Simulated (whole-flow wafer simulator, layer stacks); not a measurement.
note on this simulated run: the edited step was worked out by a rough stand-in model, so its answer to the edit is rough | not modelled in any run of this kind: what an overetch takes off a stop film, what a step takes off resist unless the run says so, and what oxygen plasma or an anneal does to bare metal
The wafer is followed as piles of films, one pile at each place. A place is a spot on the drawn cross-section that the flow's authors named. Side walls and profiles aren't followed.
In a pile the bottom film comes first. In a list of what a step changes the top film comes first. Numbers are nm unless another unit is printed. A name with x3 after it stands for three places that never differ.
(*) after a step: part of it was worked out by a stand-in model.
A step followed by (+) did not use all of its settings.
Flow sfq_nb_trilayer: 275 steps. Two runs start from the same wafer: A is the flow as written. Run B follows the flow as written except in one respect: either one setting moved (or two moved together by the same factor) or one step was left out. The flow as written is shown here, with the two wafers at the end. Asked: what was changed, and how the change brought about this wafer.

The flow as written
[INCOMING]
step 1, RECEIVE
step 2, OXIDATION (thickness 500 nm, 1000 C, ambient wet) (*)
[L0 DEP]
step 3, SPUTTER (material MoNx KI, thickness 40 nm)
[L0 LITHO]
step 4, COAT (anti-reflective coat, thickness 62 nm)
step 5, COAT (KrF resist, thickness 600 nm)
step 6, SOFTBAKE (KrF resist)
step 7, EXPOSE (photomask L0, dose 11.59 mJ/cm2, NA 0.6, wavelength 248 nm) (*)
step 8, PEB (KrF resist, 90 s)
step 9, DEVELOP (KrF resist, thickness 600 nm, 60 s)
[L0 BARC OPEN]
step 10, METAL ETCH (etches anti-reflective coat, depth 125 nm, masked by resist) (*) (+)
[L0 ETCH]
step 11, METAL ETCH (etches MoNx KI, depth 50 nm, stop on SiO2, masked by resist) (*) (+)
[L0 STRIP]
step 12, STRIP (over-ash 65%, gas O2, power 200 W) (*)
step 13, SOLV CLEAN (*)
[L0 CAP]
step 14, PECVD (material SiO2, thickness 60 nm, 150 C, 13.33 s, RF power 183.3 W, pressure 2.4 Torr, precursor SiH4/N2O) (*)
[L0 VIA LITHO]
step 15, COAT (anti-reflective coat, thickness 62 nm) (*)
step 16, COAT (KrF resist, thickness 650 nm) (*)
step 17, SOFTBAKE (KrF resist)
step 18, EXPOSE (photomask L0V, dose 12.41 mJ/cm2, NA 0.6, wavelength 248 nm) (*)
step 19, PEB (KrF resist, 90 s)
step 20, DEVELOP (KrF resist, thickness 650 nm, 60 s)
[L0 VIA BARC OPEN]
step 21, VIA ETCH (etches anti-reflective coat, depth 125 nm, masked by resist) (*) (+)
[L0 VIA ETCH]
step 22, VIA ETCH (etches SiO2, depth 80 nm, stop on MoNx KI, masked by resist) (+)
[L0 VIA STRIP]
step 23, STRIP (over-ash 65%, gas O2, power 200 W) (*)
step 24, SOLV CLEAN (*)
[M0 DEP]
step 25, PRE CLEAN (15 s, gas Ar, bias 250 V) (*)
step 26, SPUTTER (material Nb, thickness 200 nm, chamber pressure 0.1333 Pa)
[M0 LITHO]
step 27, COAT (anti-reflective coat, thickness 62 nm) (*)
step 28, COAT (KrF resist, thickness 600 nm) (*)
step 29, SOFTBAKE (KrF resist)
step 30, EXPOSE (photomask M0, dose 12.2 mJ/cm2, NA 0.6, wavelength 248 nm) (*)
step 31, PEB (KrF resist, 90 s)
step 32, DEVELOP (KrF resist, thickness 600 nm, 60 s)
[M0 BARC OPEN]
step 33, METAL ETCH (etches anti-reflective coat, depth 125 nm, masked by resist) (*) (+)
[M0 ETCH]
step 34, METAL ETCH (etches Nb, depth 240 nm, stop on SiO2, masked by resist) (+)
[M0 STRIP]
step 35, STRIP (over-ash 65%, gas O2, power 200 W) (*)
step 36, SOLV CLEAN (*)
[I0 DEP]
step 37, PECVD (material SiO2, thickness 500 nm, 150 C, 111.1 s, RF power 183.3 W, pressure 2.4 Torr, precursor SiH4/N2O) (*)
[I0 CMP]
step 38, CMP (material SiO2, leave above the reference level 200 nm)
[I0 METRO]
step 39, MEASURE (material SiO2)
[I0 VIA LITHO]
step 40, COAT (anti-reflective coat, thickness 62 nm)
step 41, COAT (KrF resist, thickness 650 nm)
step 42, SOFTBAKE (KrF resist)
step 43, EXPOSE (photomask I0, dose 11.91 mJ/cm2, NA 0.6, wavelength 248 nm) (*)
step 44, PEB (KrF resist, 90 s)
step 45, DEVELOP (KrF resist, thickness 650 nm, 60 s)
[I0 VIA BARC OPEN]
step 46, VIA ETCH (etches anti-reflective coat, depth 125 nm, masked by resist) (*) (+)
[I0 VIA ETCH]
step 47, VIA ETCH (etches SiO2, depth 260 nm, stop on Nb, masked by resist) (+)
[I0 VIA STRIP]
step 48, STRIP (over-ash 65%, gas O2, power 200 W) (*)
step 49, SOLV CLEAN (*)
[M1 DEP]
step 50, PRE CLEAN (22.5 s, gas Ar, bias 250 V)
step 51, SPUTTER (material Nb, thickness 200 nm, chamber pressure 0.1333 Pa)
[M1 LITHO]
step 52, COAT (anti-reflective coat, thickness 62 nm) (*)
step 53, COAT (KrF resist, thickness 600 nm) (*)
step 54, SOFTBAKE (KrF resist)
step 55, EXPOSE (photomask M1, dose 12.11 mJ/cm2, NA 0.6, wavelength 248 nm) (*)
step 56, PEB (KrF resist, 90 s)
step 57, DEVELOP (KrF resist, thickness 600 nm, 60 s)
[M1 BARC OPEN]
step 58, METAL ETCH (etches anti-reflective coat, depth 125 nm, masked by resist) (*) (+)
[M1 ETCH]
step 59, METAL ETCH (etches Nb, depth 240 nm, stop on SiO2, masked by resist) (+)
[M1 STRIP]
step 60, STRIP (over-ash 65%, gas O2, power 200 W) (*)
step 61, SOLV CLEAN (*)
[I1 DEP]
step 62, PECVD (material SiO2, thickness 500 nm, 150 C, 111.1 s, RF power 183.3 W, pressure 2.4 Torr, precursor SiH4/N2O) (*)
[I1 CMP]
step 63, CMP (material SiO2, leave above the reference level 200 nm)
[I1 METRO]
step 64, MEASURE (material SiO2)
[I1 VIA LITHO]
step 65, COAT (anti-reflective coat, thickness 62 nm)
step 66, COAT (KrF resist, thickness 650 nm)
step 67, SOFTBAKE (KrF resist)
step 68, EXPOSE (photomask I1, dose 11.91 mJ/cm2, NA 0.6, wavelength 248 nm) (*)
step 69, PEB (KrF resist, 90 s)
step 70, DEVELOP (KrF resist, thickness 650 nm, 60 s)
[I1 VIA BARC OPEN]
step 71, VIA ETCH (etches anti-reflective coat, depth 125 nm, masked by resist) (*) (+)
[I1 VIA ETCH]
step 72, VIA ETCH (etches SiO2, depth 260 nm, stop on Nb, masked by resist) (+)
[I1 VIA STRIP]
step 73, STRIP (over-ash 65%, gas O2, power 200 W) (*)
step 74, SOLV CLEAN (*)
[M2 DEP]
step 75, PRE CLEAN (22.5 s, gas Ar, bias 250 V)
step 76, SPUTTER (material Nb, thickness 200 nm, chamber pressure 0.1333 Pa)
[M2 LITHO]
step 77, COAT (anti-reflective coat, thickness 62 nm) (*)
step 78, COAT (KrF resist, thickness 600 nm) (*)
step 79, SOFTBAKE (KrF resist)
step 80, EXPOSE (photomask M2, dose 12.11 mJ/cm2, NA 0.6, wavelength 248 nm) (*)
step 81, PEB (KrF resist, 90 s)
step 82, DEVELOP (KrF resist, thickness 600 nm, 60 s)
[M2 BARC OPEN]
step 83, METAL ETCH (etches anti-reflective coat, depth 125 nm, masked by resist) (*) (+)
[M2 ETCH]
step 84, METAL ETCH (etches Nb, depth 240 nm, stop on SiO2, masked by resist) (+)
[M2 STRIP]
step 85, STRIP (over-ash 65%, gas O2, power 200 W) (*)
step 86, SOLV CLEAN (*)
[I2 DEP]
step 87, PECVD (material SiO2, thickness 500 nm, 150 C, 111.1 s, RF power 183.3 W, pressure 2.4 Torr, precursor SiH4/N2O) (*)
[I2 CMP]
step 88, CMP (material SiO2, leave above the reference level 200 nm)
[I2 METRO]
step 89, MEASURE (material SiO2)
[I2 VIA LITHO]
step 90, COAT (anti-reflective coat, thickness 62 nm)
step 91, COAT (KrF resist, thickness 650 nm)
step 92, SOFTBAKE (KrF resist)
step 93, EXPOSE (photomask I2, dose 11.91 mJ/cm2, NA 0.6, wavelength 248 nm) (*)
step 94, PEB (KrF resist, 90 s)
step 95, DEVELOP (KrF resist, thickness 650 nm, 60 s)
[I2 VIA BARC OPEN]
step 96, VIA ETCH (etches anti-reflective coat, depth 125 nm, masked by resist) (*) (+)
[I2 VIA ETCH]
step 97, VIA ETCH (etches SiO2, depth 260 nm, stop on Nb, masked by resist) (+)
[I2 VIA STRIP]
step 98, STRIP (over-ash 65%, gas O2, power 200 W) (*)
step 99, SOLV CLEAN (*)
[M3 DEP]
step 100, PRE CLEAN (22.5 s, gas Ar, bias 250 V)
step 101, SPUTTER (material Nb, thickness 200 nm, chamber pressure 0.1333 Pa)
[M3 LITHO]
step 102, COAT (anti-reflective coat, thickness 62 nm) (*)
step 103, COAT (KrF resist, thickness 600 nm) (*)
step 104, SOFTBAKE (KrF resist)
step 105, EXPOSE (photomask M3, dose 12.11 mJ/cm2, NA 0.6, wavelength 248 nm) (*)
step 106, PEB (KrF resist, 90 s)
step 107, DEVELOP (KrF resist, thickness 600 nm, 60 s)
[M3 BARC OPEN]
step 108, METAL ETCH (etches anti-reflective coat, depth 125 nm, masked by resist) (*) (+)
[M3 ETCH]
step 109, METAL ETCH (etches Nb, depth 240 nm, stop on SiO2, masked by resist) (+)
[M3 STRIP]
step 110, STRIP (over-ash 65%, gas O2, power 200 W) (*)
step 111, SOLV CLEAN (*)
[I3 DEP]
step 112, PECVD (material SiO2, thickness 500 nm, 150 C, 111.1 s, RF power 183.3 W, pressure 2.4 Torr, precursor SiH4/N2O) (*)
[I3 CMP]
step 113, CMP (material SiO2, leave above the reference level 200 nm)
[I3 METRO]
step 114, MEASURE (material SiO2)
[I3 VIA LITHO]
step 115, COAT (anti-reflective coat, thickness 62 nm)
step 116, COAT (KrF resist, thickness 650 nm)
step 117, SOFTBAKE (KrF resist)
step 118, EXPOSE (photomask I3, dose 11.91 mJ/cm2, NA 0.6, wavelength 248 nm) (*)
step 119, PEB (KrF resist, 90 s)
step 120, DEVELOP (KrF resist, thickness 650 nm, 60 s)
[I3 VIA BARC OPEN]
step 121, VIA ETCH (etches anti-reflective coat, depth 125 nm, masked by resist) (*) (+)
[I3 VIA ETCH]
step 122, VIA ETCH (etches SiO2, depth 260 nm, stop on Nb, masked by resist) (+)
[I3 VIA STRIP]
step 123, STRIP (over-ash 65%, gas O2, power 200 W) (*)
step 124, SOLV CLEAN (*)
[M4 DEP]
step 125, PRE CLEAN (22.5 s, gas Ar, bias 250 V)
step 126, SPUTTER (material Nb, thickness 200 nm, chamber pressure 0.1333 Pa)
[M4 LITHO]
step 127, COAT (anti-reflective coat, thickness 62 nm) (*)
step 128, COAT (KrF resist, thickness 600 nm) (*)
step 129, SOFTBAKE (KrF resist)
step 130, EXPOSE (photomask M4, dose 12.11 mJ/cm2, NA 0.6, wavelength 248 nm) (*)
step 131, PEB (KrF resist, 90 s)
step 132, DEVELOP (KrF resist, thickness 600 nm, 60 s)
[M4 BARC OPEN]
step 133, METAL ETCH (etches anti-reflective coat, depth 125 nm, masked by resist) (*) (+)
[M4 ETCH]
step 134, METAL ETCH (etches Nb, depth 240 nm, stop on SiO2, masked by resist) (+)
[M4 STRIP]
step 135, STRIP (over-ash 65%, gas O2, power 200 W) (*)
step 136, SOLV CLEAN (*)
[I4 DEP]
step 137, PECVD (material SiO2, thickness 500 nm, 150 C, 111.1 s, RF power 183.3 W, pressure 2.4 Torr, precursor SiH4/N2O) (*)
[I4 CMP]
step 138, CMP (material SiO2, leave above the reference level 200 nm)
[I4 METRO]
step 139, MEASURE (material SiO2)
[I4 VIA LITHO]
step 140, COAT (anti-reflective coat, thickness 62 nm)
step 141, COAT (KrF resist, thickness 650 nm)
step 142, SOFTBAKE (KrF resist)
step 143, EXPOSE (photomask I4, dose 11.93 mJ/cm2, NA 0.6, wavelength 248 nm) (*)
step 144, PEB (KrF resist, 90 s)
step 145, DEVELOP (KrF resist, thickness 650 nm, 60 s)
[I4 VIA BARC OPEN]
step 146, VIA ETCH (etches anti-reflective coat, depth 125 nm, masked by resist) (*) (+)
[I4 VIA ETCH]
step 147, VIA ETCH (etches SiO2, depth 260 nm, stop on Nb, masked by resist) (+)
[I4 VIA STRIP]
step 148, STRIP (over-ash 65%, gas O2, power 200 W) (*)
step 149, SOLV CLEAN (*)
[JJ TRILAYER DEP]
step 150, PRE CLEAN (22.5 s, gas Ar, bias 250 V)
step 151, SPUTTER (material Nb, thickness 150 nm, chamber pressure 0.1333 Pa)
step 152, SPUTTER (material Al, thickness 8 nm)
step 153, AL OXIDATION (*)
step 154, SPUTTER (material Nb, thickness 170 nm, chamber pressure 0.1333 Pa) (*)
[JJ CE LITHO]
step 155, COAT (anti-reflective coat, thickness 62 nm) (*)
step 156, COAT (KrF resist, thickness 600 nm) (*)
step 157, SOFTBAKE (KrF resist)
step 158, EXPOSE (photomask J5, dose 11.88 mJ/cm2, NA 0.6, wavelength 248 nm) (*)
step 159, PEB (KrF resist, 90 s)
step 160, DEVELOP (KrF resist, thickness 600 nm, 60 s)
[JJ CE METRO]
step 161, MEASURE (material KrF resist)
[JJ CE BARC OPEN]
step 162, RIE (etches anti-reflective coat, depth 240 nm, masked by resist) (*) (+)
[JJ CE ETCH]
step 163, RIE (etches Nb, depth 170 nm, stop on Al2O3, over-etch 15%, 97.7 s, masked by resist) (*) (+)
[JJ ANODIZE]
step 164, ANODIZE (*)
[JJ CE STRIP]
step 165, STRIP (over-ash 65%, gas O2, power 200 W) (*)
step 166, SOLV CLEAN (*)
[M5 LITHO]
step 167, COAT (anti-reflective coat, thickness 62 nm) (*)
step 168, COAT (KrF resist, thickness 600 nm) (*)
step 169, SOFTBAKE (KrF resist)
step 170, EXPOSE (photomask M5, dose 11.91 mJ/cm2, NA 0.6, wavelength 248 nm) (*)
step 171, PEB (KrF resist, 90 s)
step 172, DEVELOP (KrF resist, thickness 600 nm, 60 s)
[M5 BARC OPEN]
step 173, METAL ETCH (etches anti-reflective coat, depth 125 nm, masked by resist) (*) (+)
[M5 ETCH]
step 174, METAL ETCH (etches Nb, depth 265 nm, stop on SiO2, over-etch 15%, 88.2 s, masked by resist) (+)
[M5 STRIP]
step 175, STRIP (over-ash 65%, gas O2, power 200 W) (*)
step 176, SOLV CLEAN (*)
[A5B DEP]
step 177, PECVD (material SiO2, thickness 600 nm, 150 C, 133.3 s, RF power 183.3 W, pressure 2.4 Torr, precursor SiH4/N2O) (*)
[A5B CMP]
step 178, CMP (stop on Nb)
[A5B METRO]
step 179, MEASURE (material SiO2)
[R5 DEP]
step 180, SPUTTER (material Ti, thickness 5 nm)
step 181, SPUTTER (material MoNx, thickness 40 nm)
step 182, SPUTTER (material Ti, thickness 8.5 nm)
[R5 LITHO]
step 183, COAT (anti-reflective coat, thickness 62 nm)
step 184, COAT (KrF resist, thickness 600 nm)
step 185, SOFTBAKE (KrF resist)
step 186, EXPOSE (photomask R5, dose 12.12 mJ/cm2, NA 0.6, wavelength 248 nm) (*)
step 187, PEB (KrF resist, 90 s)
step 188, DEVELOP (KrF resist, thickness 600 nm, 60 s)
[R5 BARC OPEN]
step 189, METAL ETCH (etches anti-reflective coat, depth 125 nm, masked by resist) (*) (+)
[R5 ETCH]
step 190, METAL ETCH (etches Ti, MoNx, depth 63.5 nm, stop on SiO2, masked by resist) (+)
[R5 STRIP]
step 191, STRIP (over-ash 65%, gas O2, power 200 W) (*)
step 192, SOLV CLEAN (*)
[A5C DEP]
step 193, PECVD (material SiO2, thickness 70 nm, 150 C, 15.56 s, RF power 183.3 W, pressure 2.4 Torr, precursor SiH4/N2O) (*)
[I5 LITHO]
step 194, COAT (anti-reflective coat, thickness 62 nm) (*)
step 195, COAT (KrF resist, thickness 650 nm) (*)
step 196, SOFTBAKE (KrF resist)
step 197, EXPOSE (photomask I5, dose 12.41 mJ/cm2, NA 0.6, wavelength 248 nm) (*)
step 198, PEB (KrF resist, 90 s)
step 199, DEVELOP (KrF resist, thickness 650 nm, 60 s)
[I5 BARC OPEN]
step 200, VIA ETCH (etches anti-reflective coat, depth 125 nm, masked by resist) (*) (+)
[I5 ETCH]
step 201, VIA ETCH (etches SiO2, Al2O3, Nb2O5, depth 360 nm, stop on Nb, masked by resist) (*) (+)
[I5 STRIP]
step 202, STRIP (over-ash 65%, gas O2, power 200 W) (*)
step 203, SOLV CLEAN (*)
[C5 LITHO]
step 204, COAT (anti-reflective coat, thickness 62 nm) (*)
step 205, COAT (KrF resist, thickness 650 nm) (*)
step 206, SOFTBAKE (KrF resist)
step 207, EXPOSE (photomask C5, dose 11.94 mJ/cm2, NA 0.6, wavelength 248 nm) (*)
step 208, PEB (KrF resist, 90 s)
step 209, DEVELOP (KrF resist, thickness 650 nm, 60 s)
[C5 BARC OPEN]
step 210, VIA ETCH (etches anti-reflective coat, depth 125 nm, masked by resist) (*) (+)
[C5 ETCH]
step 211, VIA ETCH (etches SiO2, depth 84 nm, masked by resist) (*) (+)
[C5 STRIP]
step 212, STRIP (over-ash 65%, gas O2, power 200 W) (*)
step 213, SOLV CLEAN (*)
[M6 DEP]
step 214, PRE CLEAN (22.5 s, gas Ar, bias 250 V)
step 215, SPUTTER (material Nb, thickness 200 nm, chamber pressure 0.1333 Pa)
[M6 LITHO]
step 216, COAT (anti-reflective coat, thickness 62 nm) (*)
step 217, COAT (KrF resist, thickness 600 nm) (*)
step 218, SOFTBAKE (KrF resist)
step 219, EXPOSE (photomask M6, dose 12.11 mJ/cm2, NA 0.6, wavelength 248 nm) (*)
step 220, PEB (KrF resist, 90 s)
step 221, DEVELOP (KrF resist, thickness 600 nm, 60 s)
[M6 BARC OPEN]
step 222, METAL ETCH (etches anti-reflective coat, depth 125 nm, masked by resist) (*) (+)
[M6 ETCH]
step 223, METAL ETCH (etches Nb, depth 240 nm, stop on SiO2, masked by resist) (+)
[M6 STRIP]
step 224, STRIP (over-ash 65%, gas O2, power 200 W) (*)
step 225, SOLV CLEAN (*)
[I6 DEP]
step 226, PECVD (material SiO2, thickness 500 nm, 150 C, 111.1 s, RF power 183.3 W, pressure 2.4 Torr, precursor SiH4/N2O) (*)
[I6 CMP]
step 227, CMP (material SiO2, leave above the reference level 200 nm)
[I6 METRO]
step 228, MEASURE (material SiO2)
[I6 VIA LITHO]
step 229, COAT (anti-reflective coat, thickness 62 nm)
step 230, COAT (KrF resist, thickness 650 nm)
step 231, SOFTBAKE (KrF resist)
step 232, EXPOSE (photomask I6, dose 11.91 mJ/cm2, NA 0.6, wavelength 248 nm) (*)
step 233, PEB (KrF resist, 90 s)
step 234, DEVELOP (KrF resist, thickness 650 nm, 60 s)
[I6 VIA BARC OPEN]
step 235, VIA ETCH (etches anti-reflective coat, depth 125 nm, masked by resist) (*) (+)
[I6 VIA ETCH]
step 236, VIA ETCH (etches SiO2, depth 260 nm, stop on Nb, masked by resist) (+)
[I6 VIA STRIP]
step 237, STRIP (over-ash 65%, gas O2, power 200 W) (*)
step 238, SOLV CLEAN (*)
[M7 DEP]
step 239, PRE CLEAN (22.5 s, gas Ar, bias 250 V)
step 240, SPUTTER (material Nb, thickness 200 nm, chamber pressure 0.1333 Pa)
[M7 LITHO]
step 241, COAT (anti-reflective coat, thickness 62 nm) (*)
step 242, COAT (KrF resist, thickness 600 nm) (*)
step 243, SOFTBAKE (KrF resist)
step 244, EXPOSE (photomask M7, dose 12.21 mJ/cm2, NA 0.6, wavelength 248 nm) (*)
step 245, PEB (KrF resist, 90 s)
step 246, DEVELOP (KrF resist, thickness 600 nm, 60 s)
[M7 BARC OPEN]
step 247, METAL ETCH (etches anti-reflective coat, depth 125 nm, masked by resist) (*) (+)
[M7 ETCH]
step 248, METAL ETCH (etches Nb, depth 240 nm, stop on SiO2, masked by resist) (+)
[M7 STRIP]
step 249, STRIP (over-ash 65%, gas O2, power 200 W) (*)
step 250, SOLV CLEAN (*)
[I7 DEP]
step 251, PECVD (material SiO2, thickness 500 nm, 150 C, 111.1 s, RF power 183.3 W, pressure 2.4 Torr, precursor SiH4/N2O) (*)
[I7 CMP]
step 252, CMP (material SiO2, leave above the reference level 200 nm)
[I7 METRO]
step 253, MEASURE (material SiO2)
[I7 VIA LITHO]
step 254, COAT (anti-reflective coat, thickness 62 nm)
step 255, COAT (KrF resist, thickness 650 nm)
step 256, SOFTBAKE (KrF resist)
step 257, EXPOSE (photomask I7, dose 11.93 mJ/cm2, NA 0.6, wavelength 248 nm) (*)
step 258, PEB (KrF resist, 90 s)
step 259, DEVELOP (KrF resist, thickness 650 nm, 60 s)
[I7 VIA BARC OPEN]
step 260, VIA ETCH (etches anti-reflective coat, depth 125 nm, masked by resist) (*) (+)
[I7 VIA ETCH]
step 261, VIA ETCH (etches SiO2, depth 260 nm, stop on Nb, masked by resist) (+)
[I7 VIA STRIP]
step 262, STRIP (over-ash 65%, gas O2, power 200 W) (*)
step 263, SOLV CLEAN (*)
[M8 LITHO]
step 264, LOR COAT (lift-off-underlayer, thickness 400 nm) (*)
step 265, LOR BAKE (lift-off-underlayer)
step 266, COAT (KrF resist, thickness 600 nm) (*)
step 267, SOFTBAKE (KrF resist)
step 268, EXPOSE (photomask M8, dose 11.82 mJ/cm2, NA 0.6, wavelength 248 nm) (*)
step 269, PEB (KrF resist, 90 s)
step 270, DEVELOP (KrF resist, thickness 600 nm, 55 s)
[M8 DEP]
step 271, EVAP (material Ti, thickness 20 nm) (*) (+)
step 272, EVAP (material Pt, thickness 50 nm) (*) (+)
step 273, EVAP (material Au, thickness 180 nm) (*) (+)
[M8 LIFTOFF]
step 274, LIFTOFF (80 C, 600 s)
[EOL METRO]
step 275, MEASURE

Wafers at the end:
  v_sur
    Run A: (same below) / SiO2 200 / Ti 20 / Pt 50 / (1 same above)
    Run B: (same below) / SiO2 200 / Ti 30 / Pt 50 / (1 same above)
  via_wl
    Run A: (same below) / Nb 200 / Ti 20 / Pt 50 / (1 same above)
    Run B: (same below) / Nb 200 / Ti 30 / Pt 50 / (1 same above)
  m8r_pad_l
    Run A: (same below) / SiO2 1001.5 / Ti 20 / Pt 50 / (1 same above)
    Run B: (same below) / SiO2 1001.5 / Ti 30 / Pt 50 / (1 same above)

What caused this: step 271, EVAP: thickness 30 nm was run, whereas the flow has thickness 20 nm.
The wafer itself shows it: v_sur has Ti 30, and step 271 as written asks for 20 nm.

How this came from the change, step by step:
  step 271, EVAP (material Ti, thickness 20 nm) (*) (+)
      field_l, v_sur, via_wl and 103 more: A Ti gains 20 (new film) | B Ti gains 30 (new film)
  step 274, LIFTOFF (80 C, 600 s)
      p4_fl, p4_fm, p4_w1 and 71 more: A Au loses 180 (all of it), Pt loses 50 (all of it), Ti loses 20 (all of it), KrF resist loses 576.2 (all of it), lift-off-underlayer loses 400 (all of it) | B Au loses 180 (all of it), Pt loses 50 (all of it), Ti loses 30 (all of it), KrF resist loses 576.2 (all of it), lift-off-underlayer loses 400 (all of it)
      c5j, ce_r: A Au loses 180 (all of it), Pt loses 50 (all of it), Ti loses 20 (all of it), KrF resist loses 573.3 (all of it), lift-off-underlayer loses 399.3 (all of it) | B Au loses 180 (all of it), Pt loses 50 (all of it), Ti loses 30 (all of it), KrF resist loses 573.3 (all of it), lift-off-underlayer loses 399.3 (all of it)
      (also at 19 further places)
